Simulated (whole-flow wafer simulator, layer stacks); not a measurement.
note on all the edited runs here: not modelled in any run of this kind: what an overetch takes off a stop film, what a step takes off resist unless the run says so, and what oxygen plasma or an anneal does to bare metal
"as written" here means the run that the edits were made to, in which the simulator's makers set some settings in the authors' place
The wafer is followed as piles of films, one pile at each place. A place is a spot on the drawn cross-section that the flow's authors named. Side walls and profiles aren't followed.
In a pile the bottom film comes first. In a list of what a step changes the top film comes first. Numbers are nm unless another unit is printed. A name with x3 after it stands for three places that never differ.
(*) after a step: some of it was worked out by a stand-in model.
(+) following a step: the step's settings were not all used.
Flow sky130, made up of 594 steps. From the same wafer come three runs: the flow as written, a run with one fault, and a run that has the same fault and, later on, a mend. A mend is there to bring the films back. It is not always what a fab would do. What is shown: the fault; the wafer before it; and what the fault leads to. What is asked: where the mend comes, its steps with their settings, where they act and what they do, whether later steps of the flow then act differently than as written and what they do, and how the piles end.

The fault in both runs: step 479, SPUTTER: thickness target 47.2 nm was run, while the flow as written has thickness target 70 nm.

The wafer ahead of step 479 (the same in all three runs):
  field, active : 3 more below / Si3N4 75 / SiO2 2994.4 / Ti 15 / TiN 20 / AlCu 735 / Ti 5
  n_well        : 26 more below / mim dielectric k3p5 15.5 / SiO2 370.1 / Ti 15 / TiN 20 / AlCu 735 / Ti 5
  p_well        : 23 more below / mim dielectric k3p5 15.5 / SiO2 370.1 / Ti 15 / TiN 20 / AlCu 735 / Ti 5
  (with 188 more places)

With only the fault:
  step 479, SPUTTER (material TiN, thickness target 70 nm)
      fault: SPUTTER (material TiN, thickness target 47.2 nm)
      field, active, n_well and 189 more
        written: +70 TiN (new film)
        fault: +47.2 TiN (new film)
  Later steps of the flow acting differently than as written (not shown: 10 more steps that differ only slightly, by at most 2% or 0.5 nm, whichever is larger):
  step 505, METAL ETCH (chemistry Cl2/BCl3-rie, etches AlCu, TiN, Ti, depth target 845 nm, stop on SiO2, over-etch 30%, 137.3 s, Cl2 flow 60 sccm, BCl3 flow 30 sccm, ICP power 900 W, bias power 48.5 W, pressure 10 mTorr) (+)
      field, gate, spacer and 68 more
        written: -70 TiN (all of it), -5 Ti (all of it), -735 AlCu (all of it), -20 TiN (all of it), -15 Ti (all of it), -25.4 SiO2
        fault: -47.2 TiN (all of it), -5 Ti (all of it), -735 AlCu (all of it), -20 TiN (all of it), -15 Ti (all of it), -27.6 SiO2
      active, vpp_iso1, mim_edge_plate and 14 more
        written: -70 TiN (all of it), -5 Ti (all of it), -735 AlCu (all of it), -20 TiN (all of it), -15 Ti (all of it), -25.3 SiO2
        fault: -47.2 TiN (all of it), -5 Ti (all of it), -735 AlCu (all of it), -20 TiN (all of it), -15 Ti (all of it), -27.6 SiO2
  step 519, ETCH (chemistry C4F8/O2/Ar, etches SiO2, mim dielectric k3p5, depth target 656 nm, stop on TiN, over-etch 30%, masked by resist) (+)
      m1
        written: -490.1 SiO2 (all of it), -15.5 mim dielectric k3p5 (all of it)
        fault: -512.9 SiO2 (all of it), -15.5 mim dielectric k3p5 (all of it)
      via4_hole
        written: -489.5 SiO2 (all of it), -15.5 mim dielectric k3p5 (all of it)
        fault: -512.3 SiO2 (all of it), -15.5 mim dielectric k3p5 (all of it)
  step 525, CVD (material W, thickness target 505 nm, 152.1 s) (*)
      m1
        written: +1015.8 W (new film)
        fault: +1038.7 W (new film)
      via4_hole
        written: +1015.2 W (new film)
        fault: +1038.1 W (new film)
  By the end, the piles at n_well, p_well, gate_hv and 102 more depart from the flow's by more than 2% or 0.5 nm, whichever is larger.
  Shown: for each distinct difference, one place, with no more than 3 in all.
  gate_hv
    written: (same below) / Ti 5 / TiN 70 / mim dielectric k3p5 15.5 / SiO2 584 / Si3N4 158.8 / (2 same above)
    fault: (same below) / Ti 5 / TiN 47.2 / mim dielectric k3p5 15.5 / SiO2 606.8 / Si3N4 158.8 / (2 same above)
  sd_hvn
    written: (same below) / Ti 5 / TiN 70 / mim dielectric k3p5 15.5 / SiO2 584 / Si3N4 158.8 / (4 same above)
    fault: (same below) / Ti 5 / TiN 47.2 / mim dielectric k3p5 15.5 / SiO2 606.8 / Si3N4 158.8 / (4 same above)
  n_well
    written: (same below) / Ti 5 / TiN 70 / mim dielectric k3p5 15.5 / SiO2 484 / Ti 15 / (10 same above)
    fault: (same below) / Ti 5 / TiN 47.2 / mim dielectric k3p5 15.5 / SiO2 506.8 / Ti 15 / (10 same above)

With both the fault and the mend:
  The mend follows step 479.
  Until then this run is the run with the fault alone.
  step 479a, SPUTTER (material TiN, thickness target 22.8 nm) (the flow's step 479, run once more with other settings)
      field, active, n_well and 189 more
        +22.8 TiN
  None of the later steps of the flow acts differently than as written at any place that is followed.
  By the end, the piles equal the flow's at every place that both follow.
